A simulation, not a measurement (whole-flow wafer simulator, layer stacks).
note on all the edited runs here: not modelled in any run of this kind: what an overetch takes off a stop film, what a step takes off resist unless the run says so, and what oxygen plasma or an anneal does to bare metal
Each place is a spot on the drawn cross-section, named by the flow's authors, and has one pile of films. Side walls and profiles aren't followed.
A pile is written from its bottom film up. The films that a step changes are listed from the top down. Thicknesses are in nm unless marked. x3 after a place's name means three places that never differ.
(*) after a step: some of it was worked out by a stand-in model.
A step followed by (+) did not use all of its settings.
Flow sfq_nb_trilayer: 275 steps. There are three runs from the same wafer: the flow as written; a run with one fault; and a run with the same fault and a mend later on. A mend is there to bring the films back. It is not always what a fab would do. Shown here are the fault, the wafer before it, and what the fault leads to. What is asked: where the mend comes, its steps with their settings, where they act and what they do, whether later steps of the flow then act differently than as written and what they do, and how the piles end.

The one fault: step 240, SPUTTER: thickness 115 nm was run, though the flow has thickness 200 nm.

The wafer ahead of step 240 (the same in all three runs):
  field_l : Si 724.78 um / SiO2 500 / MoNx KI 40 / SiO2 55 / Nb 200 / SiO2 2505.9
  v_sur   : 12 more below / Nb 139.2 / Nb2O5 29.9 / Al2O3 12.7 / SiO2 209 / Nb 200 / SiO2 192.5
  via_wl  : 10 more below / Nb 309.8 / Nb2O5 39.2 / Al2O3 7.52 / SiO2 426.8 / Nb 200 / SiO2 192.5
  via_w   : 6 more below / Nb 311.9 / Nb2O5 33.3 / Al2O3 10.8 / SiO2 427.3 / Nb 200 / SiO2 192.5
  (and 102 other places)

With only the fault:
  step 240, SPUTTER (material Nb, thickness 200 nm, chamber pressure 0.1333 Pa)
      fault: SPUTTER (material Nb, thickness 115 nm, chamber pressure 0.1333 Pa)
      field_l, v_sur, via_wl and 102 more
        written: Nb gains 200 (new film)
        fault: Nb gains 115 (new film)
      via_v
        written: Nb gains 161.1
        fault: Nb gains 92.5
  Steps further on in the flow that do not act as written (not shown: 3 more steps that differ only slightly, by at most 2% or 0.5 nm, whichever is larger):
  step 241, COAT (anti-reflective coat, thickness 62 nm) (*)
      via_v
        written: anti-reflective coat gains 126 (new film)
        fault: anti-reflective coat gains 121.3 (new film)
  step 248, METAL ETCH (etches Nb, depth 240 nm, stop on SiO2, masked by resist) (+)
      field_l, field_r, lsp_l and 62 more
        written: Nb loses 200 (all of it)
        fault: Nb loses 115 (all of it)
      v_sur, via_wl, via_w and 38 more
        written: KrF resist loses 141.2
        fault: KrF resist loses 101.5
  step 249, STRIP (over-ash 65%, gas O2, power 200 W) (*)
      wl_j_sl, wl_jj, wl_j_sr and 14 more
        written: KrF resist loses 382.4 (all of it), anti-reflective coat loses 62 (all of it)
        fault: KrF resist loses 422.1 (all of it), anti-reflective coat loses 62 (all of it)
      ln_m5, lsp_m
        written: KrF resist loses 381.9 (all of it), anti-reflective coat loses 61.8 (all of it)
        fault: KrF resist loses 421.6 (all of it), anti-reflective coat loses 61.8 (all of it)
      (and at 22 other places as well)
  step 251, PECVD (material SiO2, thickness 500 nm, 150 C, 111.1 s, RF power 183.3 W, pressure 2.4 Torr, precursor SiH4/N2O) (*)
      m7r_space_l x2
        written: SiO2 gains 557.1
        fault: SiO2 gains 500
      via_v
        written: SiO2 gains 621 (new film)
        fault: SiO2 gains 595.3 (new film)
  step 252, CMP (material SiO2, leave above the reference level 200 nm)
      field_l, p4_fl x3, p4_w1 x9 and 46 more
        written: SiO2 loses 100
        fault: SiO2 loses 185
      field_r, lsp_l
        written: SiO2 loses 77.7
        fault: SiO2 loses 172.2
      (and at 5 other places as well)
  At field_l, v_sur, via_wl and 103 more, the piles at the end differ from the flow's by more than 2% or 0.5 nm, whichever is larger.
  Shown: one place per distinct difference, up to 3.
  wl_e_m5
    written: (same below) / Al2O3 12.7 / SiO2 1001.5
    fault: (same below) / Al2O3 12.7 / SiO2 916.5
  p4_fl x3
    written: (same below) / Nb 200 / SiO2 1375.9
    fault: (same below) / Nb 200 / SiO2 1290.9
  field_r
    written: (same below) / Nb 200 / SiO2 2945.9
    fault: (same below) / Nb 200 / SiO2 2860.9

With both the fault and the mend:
  The mend follows step 240.
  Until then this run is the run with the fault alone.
  step 240a, SPUTTER (material Nb, thickness 85 nm, chamber pressure 0.1333 Pa) (a further turn of the flow's step 240, with different settings)
      field_l, v_sur, via_wl and 102 more
        Nb gains 85
      via_v
        Nb gains 65.3
  Later steps of the flow that are run all act as written at every place that is followed, up to a difference of at most 2% or 0.5 nm, whichever is larger.
  At the end the piles are close to the flow's at the places that both follow, differing by at most 2% or 0.5 nm, whichever is larger.
